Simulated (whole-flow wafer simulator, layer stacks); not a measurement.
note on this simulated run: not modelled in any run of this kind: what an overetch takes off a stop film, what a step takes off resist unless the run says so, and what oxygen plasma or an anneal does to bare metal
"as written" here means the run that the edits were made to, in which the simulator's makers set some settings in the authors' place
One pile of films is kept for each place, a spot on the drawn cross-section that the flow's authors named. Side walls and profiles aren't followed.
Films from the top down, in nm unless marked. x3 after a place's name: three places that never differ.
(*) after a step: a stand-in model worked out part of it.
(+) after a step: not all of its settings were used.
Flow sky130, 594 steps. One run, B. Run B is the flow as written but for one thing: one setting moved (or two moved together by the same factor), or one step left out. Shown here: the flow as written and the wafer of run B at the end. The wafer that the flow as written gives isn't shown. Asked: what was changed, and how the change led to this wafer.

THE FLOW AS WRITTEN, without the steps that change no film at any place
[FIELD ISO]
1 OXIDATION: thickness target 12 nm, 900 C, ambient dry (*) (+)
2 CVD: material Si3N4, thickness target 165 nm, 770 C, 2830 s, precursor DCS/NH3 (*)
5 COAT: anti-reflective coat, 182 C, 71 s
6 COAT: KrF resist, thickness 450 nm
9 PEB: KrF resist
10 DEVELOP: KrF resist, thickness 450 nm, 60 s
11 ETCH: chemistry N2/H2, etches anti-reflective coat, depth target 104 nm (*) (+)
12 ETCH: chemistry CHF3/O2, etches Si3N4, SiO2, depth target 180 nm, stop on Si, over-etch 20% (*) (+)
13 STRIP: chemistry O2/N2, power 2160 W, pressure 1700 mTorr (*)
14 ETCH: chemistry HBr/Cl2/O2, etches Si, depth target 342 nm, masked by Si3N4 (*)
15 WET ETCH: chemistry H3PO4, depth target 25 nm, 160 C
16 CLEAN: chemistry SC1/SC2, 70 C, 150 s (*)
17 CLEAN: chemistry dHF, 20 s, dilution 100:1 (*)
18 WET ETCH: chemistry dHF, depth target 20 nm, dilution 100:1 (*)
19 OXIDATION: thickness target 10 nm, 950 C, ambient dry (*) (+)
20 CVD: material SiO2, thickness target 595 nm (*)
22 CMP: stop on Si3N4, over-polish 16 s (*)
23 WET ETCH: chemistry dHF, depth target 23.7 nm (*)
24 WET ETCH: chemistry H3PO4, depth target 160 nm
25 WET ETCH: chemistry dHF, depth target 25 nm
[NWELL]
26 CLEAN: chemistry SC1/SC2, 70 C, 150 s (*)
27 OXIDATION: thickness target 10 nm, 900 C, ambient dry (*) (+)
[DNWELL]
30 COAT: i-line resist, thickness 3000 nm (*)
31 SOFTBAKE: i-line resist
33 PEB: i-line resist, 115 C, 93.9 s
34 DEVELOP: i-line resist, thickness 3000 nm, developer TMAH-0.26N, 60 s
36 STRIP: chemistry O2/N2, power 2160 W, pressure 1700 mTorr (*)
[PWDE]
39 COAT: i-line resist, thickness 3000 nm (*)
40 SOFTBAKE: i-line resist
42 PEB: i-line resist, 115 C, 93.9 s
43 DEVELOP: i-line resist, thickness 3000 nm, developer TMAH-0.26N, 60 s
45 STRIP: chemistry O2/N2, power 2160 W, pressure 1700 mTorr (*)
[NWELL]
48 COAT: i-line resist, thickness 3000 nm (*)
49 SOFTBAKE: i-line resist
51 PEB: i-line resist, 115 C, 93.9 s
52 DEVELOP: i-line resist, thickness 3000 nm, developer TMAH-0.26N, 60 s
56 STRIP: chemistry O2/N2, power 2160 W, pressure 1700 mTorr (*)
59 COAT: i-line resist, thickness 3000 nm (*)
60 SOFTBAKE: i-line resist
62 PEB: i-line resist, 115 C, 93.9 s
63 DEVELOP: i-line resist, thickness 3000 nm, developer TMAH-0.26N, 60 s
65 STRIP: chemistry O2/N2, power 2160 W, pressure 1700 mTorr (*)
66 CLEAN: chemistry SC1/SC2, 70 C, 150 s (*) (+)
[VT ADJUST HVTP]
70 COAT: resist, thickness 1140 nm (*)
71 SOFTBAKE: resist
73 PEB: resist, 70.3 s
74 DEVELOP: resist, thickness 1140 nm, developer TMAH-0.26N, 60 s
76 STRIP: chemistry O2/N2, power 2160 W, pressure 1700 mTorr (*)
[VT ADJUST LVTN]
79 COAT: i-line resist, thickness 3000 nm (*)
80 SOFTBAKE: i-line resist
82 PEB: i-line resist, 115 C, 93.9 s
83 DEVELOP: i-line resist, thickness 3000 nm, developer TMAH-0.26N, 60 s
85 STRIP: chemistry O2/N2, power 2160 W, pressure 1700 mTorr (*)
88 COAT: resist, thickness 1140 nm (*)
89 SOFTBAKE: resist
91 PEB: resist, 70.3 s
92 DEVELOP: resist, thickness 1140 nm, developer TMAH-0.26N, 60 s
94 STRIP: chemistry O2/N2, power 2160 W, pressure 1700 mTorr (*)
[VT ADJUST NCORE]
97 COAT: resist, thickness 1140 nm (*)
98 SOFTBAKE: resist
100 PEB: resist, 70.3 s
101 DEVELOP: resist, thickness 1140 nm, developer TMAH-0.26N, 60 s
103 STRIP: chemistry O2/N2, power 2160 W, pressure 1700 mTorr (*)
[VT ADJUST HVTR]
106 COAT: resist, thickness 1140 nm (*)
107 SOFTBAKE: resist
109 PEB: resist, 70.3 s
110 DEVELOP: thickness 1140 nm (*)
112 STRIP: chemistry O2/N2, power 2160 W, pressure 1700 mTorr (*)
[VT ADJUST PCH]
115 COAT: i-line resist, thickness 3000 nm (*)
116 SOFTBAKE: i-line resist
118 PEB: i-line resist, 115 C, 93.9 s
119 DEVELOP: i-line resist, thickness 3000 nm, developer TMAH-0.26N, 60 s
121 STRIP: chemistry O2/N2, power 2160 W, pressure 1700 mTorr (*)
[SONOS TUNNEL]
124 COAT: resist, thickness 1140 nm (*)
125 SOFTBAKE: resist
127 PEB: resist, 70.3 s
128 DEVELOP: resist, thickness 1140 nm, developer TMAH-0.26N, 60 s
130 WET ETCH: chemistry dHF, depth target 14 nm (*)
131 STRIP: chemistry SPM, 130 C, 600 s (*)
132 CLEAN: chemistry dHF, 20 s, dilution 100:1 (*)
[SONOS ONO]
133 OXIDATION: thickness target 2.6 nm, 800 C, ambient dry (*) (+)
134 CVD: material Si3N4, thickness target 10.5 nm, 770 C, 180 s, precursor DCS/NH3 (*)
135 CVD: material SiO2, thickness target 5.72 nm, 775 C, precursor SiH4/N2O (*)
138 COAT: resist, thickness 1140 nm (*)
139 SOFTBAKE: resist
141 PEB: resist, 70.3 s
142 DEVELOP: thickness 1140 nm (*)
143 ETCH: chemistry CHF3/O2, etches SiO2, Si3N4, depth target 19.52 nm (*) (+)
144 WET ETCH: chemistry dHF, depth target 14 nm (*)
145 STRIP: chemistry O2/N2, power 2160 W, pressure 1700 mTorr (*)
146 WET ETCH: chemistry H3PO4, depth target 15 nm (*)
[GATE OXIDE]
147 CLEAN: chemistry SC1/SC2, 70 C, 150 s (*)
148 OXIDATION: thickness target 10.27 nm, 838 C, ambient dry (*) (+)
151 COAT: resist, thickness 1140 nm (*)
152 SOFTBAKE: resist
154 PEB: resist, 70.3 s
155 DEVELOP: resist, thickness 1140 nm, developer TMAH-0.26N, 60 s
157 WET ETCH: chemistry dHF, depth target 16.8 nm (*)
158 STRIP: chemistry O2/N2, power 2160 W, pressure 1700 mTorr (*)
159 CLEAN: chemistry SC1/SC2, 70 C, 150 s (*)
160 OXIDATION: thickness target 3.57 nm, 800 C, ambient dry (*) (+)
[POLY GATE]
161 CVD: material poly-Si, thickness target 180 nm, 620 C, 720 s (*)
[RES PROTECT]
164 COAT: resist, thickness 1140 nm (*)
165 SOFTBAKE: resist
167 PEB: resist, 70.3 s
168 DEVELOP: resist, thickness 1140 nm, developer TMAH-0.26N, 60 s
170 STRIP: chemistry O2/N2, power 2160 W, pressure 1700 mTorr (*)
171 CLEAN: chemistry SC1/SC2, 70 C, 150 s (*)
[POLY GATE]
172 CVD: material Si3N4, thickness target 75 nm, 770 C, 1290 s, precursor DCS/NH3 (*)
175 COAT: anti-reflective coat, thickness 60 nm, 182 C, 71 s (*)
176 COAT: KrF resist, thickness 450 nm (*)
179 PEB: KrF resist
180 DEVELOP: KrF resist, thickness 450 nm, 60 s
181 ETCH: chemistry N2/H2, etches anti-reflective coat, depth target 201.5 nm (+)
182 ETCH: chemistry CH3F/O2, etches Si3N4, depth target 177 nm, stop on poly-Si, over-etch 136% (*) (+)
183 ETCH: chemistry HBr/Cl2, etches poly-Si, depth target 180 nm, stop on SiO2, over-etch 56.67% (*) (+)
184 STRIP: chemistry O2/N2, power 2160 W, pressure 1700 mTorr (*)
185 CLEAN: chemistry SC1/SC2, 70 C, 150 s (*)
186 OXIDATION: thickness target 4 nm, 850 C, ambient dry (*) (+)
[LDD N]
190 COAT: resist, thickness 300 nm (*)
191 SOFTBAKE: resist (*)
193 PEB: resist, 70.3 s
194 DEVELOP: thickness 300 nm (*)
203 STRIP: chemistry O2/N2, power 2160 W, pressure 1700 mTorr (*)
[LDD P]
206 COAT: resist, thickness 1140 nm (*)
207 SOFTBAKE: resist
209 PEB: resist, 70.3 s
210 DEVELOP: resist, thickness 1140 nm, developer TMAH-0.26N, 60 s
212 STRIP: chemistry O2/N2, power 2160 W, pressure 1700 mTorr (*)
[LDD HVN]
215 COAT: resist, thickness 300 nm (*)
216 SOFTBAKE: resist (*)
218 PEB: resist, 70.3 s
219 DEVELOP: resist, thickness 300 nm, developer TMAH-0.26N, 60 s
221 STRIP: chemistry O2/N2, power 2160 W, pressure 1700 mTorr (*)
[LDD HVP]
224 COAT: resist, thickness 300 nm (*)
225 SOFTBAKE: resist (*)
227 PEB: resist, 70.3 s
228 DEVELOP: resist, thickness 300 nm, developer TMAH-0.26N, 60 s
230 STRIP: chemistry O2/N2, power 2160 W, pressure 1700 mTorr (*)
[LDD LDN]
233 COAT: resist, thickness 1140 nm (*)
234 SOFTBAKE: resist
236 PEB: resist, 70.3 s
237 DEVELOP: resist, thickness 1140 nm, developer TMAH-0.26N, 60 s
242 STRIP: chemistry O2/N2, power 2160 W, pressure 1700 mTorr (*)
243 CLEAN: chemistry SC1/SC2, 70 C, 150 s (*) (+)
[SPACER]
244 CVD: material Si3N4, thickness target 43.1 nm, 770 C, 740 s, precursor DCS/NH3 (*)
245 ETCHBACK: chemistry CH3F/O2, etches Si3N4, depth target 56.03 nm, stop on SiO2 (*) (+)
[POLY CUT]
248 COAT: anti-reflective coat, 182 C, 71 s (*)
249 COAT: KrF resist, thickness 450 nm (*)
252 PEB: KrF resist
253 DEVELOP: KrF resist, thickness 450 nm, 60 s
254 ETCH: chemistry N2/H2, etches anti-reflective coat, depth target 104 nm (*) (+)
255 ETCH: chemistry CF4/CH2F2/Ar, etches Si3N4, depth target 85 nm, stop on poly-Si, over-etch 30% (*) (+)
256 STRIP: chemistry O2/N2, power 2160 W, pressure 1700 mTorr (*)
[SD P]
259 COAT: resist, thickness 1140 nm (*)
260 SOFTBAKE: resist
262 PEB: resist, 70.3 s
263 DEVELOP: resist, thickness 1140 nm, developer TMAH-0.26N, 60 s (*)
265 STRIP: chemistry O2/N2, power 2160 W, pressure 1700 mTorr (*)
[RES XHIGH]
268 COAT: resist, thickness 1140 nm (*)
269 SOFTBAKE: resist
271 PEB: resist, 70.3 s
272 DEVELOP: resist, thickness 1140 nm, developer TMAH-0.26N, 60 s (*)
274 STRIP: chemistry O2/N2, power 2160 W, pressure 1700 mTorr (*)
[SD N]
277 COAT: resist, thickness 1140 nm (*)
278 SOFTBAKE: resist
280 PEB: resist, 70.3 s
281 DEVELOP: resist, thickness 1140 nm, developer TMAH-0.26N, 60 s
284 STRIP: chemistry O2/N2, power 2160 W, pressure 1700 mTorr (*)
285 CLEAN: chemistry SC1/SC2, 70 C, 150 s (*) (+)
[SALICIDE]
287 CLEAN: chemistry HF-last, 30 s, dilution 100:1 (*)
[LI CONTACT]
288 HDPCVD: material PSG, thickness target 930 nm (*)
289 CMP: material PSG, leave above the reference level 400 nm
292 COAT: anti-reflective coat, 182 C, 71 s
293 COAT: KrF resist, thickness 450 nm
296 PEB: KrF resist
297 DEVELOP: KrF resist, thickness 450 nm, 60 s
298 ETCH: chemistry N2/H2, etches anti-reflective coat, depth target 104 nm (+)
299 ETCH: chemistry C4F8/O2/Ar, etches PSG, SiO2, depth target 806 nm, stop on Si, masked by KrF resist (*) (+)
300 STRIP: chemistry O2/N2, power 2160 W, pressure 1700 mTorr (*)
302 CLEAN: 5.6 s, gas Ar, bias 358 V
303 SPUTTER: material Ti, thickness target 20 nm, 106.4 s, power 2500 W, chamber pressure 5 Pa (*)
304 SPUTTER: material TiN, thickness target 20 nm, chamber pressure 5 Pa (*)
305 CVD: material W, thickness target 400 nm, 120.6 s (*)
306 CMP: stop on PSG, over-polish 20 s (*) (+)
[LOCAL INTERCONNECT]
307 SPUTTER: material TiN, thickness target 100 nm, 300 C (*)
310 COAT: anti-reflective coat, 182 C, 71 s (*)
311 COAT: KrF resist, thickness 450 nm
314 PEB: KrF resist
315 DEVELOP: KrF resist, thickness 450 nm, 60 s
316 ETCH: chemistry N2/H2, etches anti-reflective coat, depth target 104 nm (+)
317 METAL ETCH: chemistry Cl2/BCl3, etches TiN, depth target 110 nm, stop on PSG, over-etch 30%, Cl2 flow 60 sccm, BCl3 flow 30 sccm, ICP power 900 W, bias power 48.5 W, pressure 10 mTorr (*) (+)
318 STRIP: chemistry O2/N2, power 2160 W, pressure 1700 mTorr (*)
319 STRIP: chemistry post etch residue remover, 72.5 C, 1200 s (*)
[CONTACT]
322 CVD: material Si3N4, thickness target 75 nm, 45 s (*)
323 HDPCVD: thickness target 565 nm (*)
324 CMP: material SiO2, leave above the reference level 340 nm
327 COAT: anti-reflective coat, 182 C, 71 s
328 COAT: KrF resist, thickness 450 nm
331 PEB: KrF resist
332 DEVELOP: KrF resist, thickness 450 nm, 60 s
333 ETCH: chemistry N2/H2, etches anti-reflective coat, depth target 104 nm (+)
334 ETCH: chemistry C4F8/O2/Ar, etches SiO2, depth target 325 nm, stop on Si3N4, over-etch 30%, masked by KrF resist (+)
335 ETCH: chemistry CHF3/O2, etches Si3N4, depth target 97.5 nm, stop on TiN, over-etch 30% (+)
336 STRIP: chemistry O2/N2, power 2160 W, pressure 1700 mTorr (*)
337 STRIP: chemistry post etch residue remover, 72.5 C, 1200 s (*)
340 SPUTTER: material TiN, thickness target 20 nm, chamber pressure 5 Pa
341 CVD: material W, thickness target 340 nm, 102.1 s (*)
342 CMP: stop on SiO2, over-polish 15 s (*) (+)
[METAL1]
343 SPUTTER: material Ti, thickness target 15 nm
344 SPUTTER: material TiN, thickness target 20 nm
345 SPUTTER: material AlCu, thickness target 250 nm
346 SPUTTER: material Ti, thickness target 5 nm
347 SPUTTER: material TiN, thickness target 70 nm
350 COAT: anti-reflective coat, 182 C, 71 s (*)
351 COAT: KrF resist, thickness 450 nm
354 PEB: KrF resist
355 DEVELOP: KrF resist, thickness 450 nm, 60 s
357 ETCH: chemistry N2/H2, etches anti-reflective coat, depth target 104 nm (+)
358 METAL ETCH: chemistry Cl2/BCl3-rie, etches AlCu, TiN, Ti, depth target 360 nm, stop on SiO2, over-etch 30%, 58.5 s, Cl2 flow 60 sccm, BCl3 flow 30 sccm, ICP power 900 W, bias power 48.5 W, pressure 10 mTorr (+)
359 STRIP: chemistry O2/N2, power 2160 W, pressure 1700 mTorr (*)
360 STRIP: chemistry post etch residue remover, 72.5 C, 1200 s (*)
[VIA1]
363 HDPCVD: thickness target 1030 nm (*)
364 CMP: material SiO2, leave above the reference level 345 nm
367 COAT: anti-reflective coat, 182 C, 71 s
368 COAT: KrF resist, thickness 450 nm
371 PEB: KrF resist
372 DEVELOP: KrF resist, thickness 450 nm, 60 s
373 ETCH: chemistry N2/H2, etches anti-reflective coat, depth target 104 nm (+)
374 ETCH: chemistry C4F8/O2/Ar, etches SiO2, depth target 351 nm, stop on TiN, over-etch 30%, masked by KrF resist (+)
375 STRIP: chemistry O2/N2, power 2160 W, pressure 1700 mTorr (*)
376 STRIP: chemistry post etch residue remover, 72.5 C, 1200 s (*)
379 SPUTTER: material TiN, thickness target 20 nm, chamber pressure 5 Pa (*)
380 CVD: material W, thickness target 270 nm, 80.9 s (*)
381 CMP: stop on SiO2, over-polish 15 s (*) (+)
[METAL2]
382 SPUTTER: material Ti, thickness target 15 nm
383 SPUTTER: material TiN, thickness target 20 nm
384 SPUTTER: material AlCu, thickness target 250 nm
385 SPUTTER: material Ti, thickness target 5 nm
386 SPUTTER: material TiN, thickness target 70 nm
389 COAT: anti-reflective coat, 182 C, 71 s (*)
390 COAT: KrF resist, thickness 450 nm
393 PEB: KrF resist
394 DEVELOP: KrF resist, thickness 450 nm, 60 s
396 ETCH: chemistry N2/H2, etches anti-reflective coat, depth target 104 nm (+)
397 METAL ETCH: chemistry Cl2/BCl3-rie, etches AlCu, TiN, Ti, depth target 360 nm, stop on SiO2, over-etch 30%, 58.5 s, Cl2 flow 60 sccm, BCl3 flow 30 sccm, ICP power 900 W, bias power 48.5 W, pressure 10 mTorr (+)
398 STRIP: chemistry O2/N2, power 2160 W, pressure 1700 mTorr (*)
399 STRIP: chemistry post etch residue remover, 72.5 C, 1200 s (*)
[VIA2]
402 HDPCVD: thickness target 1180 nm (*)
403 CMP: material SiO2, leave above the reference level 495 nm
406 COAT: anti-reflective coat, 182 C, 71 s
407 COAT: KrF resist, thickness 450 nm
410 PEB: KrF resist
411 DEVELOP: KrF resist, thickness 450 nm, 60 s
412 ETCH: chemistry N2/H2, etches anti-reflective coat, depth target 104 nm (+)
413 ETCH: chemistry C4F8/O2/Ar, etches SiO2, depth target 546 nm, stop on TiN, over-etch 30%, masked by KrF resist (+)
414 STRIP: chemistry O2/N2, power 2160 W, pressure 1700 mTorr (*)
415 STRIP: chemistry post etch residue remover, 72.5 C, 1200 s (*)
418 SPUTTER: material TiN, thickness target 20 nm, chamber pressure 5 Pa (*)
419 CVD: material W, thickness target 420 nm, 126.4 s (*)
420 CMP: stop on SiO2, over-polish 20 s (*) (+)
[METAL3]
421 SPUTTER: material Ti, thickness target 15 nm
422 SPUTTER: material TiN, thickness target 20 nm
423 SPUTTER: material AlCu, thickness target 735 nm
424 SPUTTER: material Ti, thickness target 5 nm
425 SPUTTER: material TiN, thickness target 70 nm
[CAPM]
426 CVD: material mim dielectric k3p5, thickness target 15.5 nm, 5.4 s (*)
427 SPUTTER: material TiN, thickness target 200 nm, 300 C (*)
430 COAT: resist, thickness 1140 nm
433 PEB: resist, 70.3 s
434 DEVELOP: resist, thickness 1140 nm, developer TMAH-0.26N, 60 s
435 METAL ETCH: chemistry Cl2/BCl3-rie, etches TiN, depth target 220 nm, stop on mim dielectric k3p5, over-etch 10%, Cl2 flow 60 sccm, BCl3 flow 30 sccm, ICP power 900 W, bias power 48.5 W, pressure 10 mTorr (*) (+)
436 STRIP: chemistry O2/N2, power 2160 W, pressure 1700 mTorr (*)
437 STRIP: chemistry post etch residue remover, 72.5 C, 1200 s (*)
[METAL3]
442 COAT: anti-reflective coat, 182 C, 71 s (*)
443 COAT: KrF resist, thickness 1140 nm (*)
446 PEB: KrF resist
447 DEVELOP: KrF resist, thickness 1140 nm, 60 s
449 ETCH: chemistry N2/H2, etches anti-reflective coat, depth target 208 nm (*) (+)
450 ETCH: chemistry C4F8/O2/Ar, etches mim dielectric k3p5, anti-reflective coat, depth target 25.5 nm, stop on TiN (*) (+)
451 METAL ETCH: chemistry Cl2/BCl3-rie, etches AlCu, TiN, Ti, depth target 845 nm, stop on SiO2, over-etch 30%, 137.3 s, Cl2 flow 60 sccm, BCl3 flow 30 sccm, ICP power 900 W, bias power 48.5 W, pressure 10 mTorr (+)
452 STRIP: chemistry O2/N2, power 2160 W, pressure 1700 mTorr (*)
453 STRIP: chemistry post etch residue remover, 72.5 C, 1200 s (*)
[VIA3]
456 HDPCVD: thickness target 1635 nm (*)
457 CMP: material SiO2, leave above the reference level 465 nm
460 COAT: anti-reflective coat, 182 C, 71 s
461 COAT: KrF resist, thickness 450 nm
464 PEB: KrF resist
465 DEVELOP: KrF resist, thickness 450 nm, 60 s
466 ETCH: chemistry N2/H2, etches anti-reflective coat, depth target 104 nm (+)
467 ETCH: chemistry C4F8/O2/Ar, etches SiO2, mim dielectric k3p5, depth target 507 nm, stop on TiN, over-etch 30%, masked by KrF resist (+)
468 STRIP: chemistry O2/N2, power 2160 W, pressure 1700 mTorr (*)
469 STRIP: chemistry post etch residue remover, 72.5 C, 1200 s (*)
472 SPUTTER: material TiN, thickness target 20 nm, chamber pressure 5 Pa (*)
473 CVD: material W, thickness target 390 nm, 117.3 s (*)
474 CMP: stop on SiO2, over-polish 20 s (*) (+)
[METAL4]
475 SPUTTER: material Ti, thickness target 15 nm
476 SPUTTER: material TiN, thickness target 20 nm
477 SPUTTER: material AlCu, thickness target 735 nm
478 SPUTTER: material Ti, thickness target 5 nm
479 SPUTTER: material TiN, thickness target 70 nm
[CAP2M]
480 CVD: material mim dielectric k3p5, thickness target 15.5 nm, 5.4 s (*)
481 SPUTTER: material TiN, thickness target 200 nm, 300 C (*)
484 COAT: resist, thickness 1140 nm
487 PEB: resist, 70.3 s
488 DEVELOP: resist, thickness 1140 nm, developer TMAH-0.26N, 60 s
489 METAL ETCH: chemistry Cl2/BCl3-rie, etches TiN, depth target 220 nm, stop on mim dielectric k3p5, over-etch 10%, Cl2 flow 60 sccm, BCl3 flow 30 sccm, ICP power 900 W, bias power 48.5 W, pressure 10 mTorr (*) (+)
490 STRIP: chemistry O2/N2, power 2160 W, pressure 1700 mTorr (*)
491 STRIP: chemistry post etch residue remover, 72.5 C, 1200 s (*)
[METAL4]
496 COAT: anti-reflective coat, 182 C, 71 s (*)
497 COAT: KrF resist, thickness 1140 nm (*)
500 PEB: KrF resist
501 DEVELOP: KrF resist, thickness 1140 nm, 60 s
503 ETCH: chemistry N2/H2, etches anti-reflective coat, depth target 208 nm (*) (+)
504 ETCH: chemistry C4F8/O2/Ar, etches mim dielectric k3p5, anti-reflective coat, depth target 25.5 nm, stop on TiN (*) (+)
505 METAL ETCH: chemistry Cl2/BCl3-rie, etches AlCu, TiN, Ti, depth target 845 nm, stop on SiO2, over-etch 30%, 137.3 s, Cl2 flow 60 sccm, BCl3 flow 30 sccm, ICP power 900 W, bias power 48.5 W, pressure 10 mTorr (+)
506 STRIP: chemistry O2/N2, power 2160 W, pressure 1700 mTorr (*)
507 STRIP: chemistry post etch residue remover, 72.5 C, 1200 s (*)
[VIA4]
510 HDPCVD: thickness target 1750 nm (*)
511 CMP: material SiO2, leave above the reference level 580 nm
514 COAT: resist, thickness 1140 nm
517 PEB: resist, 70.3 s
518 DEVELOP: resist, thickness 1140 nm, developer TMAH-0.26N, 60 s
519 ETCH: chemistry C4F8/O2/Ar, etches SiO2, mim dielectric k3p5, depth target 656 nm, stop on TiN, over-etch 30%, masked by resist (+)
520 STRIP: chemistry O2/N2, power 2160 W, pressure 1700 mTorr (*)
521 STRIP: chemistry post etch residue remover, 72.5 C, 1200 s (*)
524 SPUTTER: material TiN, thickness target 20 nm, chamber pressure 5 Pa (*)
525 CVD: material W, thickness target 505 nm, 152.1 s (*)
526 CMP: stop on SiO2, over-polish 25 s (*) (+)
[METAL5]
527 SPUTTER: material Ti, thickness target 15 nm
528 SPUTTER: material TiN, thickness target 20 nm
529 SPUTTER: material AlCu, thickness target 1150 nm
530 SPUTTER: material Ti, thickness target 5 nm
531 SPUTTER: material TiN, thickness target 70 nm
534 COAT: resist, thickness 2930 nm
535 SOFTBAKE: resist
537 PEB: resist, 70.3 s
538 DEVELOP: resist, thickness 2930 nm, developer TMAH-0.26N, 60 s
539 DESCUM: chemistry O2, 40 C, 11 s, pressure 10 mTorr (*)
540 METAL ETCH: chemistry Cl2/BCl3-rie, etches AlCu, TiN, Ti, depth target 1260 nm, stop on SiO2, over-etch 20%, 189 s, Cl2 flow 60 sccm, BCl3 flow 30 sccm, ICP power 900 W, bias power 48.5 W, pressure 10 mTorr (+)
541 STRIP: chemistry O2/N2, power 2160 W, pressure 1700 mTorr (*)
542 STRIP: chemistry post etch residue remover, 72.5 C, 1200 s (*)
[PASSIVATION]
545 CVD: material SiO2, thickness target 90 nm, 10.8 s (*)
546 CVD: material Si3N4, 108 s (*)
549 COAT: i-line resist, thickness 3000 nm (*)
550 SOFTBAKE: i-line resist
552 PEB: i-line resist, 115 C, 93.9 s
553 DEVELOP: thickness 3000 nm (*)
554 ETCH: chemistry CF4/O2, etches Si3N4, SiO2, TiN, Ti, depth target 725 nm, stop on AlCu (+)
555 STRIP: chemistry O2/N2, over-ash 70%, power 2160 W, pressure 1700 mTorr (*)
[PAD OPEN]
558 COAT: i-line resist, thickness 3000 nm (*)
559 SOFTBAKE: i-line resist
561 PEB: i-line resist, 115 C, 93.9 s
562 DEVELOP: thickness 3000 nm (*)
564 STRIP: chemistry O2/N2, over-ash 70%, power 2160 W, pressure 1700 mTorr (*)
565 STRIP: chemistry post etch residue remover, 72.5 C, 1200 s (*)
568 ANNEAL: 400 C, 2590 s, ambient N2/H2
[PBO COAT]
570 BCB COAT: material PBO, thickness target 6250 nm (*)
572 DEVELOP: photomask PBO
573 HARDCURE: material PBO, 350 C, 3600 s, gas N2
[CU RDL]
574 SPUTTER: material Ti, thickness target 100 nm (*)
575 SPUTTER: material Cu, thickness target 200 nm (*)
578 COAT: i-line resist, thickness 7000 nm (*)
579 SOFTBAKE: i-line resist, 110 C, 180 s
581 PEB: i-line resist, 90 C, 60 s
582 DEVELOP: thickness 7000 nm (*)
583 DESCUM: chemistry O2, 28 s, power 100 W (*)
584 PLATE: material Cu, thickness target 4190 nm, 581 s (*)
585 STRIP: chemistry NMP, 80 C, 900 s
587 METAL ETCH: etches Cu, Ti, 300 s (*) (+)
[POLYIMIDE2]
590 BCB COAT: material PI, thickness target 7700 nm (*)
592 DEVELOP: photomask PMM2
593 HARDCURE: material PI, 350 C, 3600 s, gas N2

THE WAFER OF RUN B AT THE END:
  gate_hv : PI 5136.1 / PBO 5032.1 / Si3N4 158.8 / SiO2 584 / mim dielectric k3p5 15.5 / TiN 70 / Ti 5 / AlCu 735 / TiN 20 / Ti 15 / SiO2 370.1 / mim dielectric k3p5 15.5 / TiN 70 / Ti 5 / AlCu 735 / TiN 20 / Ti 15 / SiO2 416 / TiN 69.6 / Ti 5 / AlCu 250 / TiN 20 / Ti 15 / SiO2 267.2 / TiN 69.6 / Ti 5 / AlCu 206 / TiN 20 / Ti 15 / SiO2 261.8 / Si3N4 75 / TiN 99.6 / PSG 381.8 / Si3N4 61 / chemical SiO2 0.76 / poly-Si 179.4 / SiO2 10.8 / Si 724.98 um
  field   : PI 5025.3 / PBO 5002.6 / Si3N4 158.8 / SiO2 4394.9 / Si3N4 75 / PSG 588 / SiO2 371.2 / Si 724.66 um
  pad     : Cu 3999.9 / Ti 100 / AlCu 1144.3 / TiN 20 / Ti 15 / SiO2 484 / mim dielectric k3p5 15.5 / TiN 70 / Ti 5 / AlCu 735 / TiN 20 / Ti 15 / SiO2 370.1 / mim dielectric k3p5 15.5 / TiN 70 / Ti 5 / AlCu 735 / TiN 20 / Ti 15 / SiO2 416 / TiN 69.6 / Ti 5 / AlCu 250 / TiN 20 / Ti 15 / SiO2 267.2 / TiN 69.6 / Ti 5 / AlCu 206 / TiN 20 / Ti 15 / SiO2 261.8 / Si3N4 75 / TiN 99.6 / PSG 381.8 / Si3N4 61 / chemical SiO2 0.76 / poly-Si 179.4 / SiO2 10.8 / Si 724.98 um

The cause: step 345, SPUTTER: thickness target 206 nm was run, where the flow has thickness target 250 nm.
It can be read off the wafer: gate_hv has AlCu 206, and step 345 as written asks for 250 nm.

How the change led to this, step by step:
  345 SPUTTER: material AlCu, thickness target 250 nm
      field, active, n_well and 188 more: AlCu +206 (new film) (as written it would be: AlCu +250 (new film))
  358 METAL ETCH: chemistry Cl2/BCl3-rie, etches AlCu, TiN, Ti, depth target 360 nm, stop on SiO2, over-etch 30%, 58.5 s, Cl2 flow 60 sccm, BCl3 flow 30 sccm, ICP power 900 W, bias power 48.5 W, pressure 10 mTorr (+)
      field, active, gate and 81 more: TiN -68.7 (all of it), Ti -5 (all of it), AlCu -206 (all of it), TiN -20 (all of it), Ti -15 (all of it), SiO2 -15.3 (as written it would be: TiN -68.7 (all of it), Ti -5 (all of it), AlCu -250 (all of it), TiN -20 (all of it), Ti -15 (all of it), SiO2 -10.9)
  364 CMP: material SiO2, leave above the reference level 345 nm
      field, active, gate and 81 more: SiO2 -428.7 (as written it would be: SiO2 -389.1)
